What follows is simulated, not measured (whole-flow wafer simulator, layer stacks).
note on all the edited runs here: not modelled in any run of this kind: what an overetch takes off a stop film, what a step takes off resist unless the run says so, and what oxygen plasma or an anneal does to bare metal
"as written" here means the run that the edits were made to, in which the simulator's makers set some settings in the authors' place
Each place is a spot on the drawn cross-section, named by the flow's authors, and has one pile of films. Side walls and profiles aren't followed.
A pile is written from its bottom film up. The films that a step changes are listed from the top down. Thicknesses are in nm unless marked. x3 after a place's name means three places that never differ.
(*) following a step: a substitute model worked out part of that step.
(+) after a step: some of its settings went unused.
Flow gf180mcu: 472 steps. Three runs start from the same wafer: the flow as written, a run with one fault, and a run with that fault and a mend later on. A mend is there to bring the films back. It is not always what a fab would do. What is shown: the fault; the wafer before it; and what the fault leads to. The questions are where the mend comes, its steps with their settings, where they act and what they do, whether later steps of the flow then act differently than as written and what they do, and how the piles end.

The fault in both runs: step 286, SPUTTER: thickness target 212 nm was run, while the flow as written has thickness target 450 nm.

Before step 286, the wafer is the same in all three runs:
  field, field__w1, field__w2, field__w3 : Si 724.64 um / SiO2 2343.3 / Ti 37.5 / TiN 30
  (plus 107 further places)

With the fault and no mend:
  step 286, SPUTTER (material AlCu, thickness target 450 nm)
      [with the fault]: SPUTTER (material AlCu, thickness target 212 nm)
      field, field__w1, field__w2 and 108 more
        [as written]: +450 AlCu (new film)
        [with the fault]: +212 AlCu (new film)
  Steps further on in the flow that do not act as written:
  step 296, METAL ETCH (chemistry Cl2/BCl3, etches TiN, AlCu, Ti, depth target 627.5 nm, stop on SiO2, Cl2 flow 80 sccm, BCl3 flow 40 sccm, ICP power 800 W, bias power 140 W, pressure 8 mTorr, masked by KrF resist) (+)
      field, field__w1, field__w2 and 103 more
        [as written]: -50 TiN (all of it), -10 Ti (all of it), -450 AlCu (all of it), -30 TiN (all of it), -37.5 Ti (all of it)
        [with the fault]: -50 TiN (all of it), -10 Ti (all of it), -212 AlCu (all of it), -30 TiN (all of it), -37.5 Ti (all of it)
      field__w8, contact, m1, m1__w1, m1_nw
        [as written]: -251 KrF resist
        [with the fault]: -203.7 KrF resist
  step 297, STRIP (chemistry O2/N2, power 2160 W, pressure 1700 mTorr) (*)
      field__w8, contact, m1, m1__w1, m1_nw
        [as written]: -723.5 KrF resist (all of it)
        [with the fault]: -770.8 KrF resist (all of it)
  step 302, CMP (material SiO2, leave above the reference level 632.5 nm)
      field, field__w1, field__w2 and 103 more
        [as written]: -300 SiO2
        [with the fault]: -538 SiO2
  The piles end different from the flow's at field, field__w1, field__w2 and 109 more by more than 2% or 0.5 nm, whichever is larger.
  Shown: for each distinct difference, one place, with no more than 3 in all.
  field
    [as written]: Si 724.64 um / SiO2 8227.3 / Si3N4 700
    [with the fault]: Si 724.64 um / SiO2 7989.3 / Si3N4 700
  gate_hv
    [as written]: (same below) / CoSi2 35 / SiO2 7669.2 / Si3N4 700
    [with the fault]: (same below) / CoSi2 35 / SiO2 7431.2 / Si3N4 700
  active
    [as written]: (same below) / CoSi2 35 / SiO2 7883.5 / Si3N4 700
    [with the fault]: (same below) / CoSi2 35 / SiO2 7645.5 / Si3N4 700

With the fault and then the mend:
  The mend stands after step 286.
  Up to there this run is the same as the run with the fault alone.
  step 286a, SPUTTER (material AlCu, thickness target 238 nm) (a further turn of the flow's step 286, with different settings)
      field, field__w1, field__w2 and 108 more
        +238 AlCu
  None of the later steps of the flow acts differently than as written at any place that is followed.
  The piles end the same as the flow's at every place that both follow.
